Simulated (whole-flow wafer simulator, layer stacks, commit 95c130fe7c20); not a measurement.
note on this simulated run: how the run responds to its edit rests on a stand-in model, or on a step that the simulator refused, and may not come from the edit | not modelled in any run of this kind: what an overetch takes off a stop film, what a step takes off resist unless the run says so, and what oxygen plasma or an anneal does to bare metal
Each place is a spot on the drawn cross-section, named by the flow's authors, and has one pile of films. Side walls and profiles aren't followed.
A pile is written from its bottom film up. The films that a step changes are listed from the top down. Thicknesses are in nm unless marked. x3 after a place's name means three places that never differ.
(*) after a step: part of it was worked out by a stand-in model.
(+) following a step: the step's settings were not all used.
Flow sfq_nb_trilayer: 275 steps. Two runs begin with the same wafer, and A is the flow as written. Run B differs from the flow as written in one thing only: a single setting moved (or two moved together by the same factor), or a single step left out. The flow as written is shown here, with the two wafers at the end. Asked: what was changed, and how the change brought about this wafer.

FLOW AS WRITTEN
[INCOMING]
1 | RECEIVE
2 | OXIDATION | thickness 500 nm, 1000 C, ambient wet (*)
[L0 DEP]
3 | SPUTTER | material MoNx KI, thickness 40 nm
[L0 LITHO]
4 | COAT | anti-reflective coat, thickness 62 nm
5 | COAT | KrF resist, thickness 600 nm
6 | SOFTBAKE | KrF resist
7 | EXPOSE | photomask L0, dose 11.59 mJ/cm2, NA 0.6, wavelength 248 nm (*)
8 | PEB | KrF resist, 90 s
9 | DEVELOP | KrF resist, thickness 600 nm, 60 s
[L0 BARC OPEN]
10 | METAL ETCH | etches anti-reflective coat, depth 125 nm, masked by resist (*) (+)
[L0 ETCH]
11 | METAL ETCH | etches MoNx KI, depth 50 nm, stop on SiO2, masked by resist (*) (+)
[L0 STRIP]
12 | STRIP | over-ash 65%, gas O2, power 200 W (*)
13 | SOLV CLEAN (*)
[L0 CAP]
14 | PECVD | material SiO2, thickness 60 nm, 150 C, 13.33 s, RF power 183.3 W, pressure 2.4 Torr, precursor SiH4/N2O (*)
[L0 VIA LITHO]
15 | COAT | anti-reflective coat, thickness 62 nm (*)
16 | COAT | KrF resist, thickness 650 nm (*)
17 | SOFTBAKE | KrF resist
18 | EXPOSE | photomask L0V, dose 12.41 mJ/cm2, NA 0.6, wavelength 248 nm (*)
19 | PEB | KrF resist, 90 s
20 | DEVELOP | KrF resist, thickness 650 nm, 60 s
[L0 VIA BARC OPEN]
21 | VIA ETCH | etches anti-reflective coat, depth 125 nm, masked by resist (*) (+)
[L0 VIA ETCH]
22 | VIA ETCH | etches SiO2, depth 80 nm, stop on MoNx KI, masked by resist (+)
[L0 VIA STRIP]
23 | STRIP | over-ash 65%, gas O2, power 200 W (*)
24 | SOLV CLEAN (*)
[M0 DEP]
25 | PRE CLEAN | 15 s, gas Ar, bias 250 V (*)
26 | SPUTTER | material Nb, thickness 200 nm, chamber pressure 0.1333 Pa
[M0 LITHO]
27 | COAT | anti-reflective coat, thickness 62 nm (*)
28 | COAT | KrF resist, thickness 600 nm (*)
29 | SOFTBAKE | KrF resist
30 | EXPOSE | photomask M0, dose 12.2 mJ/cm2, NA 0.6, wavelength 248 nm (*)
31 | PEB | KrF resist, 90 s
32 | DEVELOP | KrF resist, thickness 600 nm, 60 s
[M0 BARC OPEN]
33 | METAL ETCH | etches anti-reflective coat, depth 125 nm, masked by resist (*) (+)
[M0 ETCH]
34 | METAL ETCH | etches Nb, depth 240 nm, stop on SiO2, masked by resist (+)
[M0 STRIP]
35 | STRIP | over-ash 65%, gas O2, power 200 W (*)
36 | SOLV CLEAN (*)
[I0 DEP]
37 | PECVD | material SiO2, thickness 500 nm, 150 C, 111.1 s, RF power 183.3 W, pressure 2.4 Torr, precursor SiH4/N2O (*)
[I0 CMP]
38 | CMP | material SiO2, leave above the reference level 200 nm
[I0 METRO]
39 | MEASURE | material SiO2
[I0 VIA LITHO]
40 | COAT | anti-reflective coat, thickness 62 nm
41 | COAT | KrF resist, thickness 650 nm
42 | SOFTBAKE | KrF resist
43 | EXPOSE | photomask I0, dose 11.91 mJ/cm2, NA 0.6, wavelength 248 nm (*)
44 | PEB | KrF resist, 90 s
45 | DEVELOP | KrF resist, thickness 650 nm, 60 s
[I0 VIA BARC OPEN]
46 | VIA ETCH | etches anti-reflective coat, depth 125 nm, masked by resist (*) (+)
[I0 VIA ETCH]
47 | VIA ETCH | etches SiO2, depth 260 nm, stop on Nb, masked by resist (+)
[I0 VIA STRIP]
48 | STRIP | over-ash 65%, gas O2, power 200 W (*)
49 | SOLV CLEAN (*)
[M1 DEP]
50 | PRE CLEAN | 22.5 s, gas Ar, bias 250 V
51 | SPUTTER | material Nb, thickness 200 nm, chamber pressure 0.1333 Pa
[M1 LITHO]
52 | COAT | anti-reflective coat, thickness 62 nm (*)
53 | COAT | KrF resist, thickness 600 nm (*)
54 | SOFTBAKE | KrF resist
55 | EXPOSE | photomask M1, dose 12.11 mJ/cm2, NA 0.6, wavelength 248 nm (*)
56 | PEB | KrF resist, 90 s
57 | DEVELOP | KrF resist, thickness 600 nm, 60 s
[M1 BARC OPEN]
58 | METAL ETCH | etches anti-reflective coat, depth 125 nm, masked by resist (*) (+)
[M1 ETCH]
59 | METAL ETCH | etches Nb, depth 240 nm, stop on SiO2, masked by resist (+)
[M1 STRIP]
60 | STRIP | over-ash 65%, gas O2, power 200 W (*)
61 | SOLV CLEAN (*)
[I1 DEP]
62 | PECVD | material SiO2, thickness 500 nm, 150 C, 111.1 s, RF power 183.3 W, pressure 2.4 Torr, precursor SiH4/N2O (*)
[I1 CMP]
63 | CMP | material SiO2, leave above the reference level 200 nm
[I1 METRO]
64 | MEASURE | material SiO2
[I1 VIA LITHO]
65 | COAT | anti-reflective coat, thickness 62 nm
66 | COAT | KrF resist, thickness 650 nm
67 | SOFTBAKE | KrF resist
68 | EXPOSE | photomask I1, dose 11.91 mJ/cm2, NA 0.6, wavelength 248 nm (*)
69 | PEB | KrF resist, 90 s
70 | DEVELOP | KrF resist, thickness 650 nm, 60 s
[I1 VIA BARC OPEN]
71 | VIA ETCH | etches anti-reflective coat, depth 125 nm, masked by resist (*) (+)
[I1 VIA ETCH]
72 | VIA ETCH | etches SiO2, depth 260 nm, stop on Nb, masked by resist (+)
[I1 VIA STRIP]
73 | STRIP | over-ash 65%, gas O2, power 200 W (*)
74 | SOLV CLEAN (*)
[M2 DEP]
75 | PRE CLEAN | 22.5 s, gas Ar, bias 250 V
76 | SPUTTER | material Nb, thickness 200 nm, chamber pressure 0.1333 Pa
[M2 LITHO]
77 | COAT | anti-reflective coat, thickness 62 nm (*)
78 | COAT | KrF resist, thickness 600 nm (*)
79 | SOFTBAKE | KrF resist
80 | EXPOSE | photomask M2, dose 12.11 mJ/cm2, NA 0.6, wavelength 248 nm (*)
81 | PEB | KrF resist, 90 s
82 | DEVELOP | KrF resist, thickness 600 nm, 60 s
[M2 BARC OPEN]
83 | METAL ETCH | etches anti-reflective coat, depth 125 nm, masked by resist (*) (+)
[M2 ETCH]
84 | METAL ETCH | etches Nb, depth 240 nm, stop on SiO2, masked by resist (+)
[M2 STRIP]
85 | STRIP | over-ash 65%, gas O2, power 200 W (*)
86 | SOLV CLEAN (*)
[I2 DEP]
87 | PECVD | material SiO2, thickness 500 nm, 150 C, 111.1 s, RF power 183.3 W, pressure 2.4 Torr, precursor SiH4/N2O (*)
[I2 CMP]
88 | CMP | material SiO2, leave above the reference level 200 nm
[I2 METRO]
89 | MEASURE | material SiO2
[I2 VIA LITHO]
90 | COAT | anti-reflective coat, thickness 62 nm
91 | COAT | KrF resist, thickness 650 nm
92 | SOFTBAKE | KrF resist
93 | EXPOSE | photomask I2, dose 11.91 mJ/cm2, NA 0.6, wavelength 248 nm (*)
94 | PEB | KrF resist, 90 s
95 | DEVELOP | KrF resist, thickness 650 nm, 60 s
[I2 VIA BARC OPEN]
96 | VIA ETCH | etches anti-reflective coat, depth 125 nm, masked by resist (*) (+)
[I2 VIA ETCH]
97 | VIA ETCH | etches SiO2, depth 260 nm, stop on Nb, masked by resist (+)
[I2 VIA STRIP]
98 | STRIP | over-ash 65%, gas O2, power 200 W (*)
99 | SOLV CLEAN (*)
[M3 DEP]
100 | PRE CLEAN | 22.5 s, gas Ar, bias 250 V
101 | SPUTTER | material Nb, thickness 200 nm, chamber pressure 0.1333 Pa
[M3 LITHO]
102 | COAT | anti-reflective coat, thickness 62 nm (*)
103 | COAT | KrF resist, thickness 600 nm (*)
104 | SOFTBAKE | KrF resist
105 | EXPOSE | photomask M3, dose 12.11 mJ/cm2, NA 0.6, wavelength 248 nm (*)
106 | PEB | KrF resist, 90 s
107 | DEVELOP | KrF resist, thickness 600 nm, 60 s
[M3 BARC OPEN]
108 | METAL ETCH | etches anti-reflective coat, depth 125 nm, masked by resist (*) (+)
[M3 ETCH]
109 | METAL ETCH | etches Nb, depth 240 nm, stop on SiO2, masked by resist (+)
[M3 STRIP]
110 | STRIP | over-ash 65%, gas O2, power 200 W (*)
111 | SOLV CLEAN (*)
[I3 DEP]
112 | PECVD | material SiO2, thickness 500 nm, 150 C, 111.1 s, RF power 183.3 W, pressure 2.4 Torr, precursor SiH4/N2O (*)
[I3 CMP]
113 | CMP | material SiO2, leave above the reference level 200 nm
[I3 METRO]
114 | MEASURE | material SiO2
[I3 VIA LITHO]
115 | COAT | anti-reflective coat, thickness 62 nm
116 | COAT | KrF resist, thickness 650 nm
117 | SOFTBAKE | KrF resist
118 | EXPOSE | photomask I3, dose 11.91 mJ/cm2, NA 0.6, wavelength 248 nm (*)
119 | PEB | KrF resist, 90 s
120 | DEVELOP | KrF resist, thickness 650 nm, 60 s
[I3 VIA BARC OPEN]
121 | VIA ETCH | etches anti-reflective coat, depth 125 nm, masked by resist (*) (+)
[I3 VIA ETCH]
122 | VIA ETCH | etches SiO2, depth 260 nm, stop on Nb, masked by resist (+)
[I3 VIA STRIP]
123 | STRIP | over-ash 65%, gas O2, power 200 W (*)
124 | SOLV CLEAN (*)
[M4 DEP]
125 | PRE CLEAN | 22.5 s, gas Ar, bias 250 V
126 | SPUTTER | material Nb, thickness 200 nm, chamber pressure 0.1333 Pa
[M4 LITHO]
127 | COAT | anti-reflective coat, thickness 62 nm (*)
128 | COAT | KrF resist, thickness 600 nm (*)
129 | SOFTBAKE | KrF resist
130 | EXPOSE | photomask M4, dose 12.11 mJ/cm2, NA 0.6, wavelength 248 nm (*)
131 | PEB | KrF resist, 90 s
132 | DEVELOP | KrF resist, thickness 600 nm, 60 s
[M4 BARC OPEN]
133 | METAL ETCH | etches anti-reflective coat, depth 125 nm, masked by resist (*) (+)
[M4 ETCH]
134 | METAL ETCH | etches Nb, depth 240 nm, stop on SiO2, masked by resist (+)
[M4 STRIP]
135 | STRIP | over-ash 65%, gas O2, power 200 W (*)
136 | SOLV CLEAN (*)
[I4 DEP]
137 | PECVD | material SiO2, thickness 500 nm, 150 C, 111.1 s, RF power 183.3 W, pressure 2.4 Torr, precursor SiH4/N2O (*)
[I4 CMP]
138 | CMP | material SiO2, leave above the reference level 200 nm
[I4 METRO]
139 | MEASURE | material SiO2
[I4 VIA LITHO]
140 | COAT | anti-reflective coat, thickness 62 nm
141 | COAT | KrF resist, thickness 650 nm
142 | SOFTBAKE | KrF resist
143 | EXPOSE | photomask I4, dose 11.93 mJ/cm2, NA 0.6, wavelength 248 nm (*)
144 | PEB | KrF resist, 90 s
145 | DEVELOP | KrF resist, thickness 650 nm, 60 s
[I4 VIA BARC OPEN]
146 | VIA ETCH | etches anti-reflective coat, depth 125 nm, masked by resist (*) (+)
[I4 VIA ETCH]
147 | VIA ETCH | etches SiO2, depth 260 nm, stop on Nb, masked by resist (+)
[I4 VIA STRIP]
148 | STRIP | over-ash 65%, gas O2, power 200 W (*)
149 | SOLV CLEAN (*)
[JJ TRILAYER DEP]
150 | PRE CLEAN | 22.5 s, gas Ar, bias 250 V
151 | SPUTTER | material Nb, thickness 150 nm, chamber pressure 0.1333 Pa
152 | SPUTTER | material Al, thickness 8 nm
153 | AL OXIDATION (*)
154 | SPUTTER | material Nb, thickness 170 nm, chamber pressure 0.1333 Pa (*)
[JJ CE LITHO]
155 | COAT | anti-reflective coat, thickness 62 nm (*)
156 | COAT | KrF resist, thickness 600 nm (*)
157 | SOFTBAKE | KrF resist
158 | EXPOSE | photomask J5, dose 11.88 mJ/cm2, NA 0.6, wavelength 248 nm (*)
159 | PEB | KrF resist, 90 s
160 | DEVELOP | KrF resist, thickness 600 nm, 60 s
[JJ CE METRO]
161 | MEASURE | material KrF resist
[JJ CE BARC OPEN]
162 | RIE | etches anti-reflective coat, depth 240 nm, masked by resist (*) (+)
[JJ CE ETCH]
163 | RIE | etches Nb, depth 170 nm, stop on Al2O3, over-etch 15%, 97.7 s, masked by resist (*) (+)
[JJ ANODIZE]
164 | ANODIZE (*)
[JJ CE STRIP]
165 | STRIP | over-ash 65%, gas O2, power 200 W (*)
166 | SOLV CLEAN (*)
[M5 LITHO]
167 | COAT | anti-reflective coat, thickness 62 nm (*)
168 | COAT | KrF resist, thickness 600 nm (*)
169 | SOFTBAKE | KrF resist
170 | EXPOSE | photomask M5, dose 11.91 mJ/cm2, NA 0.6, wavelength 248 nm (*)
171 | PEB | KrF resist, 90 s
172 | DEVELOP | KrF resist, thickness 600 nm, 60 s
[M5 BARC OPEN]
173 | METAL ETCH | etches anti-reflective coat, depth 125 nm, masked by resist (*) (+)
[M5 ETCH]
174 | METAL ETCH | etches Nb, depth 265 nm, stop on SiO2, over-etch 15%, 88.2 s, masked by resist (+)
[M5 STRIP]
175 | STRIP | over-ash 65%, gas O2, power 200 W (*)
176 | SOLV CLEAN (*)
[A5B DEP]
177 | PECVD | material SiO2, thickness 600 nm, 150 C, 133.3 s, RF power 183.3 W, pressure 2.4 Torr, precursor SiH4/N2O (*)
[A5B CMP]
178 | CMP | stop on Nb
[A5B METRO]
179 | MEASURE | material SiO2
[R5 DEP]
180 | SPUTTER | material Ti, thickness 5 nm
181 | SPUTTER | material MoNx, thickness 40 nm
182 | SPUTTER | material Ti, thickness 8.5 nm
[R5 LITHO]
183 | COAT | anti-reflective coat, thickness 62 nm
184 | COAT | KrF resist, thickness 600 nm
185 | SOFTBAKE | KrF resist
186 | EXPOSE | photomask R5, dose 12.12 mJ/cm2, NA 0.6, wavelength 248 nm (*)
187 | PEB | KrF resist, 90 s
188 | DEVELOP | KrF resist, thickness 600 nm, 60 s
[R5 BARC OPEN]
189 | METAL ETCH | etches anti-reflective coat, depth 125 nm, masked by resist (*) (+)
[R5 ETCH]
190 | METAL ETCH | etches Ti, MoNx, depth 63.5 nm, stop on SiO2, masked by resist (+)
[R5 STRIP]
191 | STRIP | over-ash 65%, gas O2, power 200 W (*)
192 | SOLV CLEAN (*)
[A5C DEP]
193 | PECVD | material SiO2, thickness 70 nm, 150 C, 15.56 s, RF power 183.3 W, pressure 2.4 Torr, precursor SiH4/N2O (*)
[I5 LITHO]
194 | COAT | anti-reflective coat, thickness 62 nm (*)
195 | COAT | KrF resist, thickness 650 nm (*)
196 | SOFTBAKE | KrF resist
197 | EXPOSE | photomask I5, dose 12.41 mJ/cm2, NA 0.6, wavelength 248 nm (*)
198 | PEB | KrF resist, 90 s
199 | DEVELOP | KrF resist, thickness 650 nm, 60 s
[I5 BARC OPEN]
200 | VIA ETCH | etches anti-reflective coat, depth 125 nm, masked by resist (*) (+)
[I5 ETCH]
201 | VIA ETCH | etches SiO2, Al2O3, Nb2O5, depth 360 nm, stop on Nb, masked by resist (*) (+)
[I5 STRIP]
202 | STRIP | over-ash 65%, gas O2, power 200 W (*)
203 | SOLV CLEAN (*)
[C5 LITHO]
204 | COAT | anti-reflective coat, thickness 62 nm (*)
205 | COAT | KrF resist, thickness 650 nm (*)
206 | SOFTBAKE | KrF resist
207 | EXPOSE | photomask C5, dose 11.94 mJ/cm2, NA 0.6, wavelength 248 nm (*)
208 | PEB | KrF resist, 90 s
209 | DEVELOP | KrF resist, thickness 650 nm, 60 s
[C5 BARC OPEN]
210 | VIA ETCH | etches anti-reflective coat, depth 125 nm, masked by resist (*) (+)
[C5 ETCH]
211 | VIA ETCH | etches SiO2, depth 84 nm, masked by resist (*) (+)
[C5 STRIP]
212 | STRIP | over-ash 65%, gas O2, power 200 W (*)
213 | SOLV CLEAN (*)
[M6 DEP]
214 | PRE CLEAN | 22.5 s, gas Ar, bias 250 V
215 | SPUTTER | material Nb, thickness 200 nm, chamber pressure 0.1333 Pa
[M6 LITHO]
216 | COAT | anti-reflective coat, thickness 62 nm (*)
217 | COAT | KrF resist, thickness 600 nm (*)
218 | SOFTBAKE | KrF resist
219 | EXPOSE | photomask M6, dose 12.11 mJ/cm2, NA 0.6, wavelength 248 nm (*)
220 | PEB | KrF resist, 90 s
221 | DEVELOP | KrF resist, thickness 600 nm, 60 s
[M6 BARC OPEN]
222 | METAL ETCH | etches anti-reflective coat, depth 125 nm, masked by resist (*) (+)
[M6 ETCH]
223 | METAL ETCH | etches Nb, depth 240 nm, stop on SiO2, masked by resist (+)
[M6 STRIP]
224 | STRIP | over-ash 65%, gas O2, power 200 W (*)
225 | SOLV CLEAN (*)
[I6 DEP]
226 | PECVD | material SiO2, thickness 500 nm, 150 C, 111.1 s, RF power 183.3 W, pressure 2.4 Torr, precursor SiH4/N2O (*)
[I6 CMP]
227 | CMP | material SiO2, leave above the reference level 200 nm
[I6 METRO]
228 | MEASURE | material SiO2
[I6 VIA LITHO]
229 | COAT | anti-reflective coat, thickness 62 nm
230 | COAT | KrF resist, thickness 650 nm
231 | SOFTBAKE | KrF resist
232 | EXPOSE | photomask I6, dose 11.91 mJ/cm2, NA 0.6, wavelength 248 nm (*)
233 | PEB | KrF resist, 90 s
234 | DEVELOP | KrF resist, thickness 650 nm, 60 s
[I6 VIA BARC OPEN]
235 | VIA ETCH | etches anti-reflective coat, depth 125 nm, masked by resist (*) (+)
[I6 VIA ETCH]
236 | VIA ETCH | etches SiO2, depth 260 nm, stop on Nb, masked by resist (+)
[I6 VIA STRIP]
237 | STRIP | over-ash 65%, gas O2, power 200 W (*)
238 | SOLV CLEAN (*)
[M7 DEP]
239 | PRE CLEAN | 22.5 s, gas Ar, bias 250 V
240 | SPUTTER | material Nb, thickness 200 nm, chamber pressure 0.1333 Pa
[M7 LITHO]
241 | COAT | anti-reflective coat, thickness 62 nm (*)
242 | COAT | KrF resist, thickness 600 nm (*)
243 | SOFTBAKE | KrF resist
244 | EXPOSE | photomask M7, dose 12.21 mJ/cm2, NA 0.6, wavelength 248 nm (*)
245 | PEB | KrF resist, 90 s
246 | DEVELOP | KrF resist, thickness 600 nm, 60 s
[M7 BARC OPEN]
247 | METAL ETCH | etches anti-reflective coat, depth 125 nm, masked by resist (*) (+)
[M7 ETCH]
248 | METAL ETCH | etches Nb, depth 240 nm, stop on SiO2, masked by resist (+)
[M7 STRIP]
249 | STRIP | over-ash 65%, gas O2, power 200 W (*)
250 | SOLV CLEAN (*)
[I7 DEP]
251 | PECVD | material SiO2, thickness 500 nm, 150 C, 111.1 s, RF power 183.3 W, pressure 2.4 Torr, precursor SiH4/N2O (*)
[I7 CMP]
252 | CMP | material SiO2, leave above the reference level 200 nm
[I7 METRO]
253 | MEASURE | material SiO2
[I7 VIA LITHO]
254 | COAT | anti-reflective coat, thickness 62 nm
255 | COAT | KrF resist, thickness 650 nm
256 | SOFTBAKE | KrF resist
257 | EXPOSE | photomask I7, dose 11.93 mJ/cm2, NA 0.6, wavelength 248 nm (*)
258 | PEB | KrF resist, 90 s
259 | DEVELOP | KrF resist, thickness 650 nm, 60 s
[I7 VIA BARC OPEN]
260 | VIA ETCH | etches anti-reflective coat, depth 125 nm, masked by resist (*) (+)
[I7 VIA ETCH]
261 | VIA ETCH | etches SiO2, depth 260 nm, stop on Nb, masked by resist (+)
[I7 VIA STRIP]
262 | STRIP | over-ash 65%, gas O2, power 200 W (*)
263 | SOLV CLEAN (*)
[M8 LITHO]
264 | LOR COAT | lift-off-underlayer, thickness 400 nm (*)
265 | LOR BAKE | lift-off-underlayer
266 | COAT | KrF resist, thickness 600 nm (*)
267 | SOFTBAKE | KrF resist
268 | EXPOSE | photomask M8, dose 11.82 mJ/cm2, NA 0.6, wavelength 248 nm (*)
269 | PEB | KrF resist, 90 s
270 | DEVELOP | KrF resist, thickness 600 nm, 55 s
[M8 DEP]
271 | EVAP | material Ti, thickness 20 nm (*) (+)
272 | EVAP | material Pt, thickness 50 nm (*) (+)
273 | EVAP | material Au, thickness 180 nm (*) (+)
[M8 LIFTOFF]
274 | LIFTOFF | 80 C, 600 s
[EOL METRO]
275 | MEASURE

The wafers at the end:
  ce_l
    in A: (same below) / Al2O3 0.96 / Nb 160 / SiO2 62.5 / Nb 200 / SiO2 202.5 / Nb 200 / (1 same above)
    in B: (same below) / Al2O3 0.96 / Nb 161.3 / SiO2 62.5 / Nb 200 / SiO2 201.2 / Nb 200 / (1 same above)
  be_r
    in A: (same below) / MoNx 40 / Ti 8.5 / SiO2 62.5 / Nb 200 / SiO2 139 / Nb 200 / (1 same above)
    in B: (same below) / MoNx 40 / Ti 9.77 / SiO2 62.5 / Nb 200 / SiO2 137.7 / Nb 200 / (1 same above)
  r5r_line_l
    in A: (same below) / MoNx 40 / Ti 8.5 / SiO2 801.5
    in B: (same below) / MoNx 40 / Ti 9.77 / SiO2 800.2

What caused this: step 182, SPUTTER: thickness 9.77 nm was run, whereas the flow has thickness 8.5 nm.
The wafer lets one read it off: be_r has Ti 9.77, and step 182 as written asks for 8.5 nm.

How this came from the change, step by step:
  182 | SPUTTER | material Ti, thickness 8.5 nm
      field_l, v_sur, via_wl and 103 more: A +8.5 Ti (new film) | B +9.77 Ti (new film)
  190 | METAL ETCH | etches Ti, MoNx, depth 63.5 nm, stop on SiO2, masked by resist (+)
      field_l, v_sur, via_wl and 92 more: A -8.5 Ti (all of it), -40 MoNx (all of it), -5 Ti (all of it) | B -9.77 Ti (all of it), -40 MoNx (all of it), -5 Ti (all of it)
      ce_l, c5j, ce_r, wl_jj: A -8.5 Ti (all of it), -40 MoNx (all of it), -5 Ti (all of it), -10 Nb | B -9.77 Ti (all of it), -40 MoNx (all of it), -5 Ti (all of it), -8.73 Nb
